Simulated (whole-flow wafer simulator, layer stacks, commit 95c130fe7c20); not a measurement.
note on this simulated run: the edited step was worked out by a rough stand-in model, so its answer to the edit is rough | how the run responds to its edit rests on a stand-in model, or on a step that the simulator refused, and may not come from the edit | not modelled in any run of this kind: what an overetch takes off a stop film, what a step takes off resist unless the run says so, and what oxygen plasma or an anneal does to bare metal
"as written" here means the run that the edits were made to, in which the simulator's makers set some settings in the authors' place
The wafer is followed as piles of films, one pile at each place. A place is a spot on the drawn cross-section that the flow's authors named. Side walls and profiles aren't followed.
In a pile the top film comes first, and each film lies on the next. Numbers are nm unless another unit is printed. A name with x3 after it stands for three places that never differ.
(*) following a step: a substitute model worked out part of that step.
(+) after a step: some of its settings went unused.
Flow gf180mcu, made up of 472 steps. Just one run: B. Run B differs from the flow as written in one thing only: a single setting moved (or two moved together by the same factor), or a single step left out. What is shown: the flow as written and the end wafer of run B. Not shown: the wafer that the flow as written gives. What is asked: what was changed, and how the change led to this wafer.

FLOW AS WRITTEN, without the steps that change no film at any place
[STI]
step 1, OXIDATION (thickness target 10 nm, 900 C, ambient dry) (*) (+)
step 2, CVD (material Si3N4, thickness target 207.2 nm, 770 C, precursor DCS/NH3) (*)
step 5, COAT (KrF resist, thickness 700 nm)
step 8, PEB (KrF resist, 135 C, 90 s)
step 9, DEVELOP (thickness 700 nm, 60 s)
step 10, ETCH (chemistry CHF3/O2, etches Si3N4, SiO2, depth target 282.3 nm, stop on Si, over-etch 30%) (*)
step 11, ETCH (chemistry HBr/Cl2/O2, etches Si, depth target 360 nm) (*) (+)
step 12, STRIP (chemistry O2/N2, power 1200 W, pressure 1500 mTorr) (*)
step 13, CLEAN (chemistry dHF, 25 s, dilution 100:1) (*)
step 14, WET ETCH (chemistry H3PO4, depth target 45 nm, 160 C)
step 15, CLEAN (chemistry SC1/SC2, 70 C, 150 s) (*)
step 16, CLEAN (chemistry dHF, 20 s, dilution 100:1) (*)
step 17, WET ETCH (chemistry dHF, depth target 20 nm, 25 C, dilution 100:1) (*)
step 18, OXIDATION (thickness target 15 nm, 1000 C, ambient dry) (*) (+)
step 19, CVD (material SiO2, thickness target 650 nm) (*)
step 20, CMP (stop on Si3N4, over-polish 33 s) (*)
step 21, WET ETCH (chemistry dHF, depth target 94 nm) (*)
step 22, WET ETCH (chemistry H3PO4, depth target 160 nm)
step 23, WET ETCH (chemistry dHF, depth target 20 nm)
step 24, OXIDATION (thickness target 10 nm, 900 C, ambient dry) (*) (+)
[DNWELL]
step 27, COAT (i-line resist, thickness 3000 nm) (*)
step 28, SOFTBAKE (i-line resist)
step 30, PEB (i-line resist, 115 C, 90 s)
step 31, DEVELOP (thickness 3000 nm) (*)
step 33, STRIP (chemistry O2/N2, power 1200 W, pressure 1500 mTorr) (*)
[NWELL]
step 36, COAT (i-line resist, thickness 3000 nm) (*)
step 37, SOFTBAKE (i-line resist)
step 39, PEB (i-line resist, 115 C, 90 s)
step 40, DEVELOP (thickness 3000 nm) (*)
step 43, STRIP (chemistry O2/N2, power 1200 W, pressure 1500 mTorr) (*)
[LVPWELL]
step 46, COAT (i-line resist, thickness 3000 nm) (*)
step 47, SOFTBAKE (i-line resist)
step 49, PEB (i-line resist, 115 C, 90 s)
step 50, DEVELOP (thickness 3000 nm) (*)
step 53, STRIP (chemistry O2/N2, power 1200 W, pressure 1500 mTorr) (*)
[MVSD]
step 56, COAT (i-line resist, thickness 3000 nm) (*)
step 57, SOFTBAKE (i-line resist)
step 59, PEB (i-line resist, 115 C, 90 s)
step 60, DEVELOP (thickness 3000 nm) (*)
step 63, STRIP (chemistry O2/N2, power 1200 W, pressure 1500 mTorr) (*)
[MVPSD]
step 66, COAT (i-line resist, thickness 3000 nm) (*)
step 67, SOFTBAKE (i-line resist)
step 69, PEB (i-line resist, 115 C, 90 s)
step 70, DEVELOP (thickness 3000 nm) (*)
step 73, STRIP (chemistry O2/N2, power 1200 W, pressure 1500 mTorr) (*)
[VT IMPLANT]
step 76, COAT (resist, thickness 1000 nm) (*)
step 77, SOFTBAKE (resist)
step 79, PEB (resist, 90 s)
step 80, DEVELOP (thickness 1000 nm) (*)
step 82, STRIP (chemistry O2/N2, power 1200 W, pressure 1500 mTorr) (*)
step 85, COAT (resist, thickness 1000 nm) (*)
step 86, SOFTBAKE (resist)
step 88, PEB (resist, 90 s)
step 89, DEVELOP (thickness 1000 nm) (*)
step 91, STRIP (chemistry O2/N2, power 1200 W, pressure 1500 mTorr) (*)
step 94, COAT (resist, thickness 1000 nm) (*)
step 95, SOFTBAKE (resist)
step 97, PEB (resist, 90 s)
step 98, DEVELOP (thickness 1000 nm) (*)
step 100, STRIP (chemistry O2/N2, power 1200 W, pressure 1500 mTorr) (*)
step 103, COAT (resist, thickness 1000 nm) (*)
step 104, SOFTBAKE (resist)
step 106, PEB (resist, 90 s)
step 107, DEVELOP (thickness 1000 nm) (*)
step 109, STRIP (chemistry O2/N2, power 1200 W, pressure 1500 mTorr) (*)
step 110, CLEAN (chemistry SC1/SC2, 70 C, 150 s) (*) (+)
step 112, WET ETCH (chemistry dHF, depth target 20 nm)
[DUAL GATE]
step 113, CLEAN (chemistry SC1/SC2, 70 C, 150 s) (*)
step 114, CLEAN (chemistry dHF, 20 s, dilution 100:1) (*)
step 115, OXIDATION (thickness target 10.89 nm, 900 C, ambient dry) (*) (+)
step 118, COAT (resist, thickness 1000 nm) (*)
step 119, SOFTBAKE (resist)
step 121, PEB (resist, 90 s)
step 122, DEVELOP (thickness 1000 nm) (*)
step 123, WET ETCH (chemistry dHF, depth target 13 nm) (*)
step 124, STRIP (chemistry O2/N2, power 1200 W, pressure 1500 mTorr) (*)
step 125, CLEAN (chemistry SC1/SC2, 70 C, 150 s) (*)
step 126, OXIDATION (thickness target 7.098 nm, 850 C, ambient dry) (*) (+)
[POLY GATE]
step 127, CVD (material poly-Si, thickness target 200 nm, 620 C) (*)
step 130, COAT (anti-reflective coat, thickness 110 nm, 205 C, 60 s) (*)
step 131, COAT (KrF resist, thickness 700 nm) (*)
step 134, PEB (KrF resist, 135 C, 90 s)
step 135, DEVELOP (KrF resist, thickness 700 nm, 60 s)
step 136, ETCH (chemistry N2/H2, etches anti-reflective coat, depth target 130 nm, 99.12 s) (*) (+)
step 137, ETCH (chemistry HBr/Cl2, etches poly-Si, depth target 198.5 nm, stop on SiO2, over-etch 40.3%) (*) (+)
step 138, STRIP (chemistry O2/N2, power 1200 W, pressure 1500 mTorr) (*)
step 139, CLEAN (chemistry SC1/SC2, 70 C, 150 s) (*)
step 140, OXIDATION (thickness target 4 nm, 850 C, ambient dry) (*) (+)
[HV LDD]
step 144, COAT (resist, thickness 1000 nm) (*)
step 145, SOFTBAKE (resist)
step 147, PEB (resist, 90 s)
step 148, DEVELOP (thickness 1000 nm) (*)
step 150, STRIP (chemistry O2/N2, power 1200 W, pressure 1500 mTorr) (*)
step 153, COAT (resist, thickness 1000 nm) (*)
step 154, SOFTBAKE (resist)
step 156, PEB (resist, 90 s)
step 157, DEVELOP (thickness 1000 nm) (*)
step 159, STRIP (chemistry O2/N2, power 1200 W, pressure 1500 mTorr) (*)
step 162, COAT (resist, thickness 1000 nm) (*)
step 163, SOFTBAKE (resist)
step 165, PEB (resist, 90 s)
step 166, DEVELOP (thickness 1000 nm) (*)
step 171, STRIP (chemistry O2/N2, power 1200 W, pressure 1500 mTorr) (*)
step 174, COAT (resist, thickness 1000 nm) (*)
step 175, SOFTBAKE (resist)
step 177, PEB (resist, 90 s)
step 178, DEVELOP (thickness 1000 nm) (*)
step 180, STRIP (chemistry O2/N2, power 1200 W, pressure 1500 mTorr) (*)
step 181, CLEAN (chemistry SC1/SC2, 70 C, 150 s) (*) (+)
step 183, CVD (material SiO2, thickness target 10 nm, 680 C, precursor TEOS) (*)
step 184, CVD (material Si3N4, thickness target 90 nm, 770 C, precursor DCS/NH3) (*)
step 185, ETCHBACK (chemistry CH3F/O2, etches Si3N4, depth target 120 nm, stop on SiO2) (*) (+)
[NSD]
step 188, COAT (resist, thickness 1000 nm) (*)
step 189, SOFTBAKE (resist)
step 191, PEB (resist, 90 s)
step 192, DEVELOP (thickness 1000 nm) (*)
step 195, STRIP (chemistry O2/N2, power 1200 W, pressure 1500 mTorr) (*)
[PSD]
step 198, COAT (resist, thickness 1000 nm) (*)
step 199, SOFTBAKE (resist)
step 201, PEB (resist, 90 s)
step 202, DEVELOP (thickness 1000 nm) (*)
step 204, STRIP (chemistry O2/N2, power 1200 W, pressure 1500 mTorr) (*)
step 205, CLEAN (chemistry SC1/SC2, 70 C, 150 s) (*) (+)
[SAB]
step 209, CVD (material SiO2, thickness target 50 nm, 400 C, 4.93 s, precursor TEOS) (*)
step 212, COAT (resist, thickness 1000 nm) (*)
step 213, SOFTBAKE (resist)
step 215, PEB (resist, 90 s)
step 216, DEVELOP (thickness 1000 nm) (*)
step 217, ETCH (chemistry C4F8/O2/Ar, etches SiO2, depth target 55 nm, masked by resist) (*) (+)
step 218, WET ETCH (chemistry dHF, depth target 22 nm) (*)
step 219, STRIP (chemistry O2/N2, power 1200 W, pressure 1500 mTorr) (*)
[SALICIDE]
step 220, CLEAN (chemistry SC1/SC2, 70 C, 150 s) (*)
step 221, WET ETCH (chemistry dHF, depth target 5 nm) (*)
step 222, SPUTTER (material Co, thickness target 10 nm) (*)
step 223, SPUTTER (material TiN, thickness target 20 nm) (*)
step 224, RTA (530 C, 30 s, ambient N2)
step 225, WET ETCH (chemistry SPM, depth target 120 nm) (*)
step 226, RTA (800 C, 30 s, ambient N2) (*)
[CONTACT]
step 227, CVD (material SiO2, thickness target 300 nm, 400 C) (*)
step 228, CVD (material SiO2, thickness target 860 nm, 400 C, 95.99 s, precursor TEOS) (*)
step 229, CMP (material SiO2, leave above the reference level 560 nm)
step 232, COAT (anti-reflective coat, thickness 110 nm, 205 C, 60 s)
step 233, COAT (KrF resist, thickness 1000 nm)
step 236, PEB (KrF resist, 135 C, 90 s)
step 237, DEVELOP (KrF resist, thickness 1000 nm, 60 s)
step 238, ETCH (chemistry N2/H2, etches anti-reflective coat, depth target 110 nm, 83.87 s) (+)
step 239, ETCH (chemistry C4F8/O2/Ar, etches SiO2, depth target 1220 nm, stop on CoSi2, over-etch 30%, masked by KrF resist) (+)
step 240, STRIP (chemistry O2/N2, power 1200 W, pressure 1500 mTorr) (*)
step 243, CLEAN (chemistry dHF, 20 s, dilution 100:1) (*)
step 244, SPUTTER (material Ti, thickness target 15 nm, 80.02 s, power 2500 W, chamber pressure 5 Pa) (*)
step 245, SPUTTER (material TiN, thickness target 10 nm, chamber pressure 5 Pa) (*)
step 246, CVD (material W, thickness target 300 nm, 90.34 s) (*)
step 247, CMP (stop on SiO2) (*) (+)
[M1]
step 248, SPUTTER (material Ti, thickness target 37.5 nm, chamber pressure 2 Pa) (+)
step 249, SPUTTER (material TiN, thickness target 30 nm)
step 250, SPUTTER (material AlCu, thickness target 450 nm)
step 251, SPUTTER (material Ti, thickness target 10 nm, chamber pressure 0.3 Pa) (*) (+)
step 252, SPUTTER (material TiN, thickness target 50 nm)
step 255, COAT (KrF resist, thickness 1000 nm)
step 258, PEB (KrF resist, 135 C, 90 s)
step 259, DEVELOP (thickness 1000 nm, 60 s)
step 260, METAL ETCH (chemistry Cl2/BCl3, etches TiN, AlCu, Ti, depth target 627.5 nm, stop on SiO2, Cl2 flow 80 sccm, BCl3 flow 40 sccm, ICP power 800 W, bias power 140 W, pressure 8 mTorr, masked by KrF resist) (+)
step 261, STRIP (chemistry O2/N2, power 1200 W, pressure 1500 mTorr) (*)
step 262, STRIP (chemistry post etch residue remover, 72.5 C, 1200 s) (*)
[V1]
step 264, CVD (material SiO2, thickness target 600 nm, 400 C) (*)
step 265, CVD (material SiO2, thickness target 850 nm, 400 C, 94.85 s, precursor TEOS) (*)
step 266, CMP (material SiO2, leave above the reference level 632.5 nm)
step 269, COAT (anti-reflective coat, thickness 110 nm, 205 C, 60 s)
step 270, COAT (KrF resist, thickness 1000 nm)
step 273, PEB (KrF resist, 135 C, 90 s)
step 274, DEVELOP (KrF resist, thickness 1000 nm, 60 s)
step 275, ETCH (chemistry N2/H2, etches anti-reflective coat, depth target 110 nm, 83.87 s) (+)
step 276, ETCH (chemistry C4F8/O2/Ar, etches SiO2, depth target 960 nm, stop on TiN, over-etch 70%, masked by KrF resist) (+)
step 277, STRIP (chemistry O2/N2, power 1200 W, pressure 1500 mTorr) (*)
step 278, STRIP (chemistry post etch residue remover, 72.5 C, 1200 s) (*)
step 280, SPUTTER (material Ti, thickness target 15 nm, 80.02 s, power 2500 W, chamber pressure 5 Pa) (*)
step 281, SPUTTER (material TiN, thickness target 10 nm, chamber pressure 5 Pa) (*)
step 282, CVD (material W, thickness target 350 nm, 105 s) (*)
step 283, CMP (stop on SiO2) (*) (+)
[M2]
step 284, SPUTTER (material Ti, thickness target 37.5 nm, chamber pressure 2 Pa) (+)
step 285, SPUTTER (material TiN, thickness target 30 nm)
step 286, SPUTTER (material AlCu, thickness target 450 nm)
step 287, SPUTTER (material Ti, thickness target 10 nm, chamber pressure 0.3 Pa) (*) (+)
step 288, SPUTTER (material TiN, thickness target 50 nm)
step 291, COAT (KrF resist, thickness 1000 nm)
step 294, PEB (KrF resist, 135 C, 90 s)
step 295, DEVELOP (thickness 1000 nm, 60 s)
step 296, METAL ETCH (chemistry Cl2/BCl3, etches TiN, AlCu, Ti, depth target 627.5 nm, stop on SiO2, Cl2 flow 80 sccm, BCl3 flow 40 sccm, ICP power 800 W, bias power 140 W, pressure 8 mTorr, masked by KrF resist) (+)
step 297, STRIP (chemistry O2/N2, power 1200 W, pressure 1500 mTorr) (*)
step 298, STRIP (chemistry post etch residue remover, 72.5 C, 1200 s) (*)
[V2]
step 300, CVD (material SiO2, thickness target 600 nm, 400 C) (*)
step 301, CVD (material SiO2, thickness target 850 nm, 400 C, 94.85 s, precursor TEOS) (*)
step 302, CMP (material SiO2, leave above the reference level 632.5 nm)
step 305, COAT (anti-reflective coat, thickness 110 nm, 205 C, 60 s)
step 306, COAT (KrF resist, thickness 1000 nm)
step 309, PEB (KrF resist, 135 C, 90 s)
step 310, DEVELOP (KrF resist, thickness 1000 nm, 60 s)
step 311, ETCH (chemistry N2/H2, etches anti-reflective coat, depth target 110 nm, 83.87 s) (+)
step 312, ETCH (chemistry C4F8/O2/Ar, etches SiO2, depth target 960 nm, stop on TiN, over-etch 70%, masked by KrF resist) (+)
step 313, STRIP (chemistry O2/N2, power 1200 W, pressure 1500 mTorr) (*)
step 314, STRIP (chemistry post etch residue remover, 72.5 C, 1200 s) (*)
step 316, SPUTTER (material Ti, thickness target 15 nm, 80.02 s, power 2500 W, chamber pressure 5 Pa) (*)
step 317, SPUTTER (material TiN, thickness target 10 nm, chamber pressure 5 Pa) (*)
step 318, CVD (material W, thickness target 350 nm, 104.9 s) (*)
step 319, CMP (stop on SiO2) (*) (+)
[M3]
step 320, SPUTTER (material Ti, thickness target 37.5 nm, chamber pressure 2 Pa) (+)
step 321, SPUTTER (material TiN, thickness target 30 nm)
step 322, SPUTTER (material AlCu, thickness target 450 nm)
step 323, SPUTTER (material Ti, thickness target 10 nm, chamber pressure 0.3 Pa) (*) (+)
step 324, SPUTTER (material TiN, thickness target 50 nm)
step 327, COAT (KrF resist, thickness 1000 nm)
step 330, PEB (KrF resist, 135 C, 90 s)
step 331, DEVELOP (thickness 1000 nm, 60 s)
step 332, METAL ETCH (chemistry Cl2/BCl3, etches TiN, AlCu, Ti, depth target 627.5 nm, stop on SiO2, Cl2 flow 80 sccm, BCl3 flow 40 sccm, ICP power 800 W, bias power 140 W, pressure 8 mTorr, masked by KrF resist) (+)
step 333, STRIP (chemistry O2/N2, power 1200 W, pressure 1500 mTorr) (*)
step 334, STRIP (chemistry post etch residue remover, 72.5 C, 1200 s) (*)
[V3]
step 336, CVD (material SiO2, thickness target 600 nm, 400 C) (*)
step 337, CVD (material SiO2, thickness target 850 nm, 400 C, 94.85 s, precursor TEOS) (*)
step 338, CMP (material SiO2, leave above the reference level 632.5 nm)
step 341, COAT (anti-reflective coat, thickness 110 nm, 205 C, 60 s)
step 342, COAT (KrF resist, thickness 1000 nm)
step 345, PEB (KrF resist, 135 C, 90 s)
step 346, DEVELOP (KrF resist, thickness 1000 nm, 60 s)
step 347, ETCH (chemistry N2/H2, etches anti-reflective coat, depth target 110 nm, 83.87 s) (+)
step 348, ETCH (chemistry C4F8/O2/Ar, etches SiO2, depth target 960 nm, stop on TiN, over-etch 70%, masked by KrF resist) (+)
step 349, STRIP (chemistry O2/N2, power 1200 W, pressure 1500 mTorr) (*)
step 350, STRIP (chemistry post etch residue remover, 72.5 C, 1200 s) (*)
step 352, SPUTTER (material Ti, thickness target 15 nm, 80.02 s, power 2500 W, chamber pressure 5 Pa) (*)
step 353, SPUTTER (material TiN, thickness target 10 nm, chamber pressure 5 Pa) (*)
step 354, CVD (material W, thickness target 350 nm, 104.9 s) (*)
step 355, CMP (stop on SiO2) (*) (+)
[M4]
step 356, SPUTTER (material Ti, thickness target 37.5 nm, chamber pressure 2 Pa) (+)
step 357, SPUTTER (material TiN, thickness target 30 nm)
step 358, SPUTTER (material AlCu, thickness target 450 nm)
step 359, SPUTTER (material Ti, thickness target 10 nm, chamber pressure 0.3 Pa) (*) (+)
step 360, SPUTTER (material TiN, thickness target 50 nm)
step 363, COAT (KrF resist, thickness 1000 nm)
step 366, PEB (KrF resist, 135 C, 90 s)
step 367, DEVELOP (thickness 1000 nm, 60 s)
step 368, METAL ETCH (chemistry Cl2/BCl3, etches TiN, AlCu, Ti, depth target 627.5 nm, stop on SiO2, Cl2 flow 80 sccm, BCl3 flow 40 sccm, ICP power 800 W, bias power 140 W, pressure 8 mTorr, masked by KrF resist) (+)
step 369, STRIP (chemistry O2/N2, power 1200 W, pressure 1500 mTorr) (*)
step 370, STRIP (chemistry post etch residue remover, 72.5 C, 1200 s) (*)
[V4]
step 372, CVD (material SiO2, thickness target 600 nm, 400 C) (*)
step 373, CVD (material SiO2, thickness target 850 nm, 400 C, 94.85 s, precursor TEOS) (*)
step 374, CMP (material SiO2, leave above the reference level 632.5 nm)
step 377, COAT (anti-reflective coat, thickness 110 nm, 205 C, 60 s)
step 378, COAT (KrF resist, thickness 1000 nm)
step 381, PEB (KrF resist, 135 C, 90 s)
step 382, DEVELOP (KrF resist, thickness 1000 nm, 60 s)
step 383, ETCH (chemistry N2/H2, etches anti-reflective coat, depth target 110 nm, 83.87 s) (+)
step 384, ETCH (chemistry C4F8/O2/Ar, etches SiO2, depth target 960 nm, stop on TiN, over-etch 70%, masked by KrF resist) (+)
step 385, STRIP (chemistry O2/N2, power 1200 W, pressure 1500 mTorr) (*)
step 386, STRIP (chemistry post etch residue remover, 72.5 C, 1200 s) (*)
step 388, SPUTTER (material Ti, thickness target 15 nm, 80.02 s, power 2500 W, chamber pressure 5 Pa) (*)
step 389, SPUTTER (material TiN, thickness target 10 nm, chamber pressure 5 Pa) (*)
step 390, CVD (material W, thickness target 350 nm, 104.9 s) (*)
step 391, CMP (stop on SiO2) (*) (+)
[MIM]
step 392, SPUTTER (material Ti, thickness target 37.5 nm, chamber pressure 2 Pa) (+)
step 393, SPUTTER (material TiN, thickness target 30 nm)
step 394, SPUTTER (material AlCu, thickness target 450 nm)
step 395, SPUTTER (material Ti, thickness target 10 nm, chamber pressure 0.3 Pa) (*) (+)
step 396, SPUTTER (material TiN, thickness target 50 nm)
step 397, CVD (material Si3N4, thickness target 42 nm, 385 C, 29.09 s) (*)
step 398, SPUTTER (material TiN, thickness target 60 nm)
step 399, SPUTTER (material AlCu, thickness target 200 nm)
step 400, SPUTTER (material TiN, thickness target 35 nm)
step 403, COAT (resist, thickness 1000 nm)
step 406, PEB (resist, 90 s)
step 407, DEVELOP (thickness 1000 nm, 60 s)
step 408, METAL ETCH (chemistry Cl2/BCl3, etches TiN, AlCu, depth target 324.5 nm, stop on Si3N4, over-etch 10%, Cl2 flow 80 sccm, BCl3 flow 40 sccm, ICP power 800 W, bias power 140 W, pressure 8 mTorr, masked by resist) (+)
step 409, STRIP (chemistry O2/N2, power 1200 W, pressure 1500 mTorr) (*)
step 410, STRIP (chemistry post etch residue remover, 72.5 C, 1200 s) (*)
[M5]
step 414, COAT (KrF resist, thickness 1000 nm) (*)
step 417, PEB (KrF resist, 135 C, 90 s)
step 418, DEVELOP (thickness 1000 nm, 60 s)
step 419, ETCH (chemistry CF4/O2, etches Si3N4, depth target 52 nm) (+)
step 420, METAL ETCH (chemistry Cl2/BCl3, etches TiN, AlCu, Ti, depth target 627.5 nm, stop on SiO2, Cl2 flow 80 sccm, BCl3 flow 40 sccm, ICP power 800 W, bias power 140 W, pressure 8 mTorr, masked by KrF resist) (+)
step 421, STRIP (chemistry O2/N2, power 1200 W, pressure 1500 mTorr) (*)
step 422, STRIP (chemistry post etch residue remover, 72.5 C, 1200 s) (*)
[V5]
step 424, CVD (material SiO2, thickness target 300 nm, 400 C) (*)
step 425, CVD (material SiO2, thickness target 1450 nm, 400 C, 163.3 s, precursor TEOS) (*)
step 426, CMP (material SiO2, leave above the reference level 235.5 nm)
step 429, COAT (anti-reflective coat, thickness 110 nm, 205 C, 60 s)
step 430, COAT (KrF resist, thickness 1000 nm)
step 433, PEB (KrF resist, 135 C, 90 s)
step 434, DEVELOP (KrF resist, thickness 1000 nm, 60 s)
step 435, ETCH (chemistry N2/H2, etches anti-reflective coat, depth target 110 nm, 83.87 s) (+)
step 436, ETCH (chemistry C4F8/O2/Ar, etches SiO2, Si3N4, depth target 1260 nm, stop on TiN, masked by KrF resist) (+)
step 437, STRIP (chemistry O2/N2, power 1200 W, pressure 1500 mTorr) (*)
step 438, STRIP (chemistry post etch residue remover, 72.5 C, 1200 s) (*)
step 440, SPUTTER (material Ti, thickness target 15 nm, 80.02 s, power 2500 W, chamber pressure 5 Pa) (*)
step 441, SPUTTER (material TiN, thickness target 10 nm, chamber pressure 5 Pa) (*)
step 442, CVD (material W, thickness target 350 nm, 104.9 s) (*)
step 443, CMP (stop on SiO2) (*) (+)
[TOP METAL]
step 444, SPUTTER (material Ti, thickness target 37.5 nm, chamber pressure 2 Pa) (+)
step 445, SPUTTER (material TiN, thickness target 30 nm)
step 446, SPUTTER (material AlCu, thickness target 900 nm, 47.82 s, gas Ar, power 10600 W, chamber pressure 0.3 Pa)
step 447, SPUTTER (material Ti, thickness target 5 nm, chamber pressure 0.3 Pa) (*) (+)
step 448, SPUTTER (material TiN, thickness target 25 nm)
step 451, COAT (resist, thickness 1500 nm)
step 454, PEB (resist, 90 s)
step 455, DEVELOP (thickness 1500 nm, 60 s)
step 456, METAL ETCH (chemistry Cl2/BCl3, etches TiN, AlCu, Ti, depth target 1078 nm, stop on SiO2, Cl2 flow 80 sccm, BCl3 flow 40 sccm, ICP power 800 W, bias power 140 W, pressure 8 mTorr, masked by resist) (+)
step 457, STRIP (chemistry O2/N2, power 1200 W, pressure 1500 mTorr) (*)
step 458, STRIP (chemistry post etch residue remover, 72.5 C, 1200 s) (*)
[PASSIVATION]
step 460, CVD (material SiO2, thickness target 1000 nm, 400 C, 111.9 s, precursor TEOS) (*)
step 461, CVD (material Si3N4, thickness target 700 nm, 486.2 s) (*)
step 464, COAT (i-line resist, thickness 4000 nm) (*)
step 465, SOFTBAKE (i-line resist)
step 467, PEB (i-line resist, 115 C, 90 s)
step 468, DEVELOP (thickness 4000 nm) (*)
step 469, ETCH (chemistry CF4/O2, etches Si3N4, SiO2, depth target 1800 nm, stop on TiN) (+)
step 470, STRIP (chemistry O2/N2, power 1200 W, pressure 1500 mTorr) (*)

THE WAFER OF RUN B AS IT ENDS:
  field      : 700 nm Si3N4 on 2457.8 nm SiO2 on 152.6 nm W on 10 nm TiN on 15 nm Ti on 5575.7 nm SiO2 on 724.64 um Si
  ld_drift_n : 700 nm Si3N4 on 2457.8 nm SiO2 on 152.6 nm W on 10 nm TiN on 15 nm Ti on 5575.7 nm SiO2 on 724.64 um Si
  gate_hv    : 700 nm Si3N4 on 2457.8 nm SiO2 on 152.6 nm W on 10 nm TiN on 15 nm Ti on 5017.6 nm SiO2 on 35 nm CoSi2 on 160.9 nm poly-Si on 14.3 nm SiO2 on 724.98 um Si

Cause: step 373, CVD: thickness target 340 nm was run, though the flow has thickness target 850 nm.

Step by step, how the change led to this:
  step 373, CVD (material SiO2, thickness target 850 nm, 400 C, 94.85 s, precursor TEOS) (*)
      field, field__w1, field__w2 and 108 more: +340 SiO2 (in the flow as written it would be: +850 SiO2)
  step 374, CMP (material SiO2, leave above the reference level 632.5 nm)
      field, field__w1, field__w2 and 103 more: nothing (in the flow as written it would be: -300 SiO2)
      field__w8, contact, m1, m1__w1, m1_nw: -367.1 SiO2 (in the flow as written it would be: -877.1 SiO2)
  step 377, COAT (anti-reflective coat, thickness 110 nm, 205 C, 60 s)
      field__w6, ld_sd_n: +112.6 anti-reflective coat (new film) (in the flow as written it would be: +110 anti-reflective coat (new film))
      field: +202.7 anti-reflective coat (new film) (in the flow as written it would be: +110 anti-reflective coat (new film))
      (and at 23 other places as well)
  step 378, COAT (KrF resist, thickness 1000 nm)
      field: +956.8 KrF resist (new film) (in the flow as written it would be: +1000 KrF resist (new film))
      field__w1: +1021 KrF resist (new film) (in the flow as written it would be: +1000 KrF resist (new film))
      (and at 13 other places as well)
  step 381, PEB (KrF resist, 135 C, 90 s)
      n_well: -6 KrF resist (in the flow as written it would be: -6.68 KrF resist)
      contact: -5.69 KrF resist (in the flow as written it would be: -6.68 KrF resist)
      (and at 7 other places as well)
  step 382, DEVELOP (KrF resist, thickness 1000 nm, 60 s)
      contact: -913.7 KrF resist (all of it) (in the flow as written it would be: -993.3 KrF resist (all of it))
  step 383, ETCH (chemistry N2/H2, etches anti-reflective coat, depth target 110 nm, 83.87 s) (+)
      contact: -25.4 anti-reflective coat (all of it), -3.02 SiO2 (in the flow as written it would be: -110 anti-reflective coat (all of it), -0.85 SiO2)
  step 385, STRIP (chemistry O2/N2, power 1200 W, pressure 1500 mTorr) (*)
      field: -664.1 KrF resist (all of it), -202.7 anti-reflective coat (all of it) (in the flow as written it would be: -706.9 KrF resist (all of it), -110 anti-reflective coat (all of it))
      field__w1: -727.8 KrF resist (all of it), -97.7 anti-reflective coat (all of it) (in the flow as written it would be: -706.9 KrF resist (all of it), -110 anti-reflective coat (all of it))
      (and at 25 other places as well)
  step 388, SPUTTER (material Ti, thickness target 15 nm, 80.02 s, power 2500 W, chamber pressure 5 Pa) (*)
      contact: +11 Ti (new film) (in the flow as written it would be: +9.65 Ti (new film))
  step 389, SPUTTER (material TiN, thickness target 10 nm, chamber pressure 5 Pa) (*)
      contact: +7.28 TiN (new film) (in the flow as written it would be: +6.4 TiN (new film))
  step 390, CVD (material W, thickness target 350 nm, 104.9 s) (*)
      contact: +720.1 W (new film) (in the flow as written it would be: +932.3 W (new film))
  step 391, CMP (stop on SiO2) (*) (+)
      field, field__w1, field__w2 and 103 more: -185 W (in the flow as written it would be: -350 W (all of it), -10 TiN (all of it), -15 Ti (all of it), -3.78 SiO2)
      field__w8, m1, m1__w1, m1_nw: -350 W (all of it), -10 TiN (all of it), -15 Ti (all of it), -20 SiO2 (in the flow as written it would be: -350 W (all of it), -10 TiN (all of it), -15 Ti (all of it), -3.78 SiO2)
      (and at 1 other place as well)
  step 420, METAL ETCH (chemistry Cl2/BCl3, etches TiN, AlCu, Ti, depth target 627.5 nm, stop on SiO2, Cl2 flow 80 sccm, BCl3 flow 40 sccm, ICP power 800 W, bias power 140 W, pressure 8 mTorr, masked by KrF resist) (+)
      field, field__w1, field__w2 and 101 more: -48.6 TiN (all of it), -10 Ti (all of it), -450 AlCu (all of it), -30 TiN (all of it), -37.5 Ti (all of it), -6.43 W (in the flow as written it would be: -48.6 TiN (all of it), -10 Ti (all of it), -450 AlCu (all of it), -30 TiN (all of it), -37.5 Ti (all of it))
  step 422, STRIP (chemistry post etch residue remover, 72.5 C, 1200 s) (*)
      field, field__w1, field__w2 and 101 more: -6.01 W (in the flow as written it would be: nothing)
  step 424, CVD (material SiO2, thickness target 300 nm, 400 C) (*)
      field, field__w1, field__w2 and 101 more: +300 SiO2 (new film) (in the flow as written it would be: +300 SiO2)
  step 426, CMP (material SiO2, leave above the reference level 235.5 nm)
      field, field__w1, field__w5 and 92 more: -288.4 SiO2 (in the flow as written it would be: -300.8 SiO2)
      field__w2, field__w3, field__w12 and 6 more: -259.7 SiO2 (in the flow as written it would be: -272.7 SiO2)
Taking metal films that touch as one body, field has 1 body; the flow as written gives 0 bodies.
Taking metal films that touch as one body, ld_drift_n has 1 body; the flow as written gives 0 bodies.
Taking metal films that touch as one body, gate_hv has 2 bodies (between them, from the top down: SiO2 5017.6); the flow as written gives 1 body.
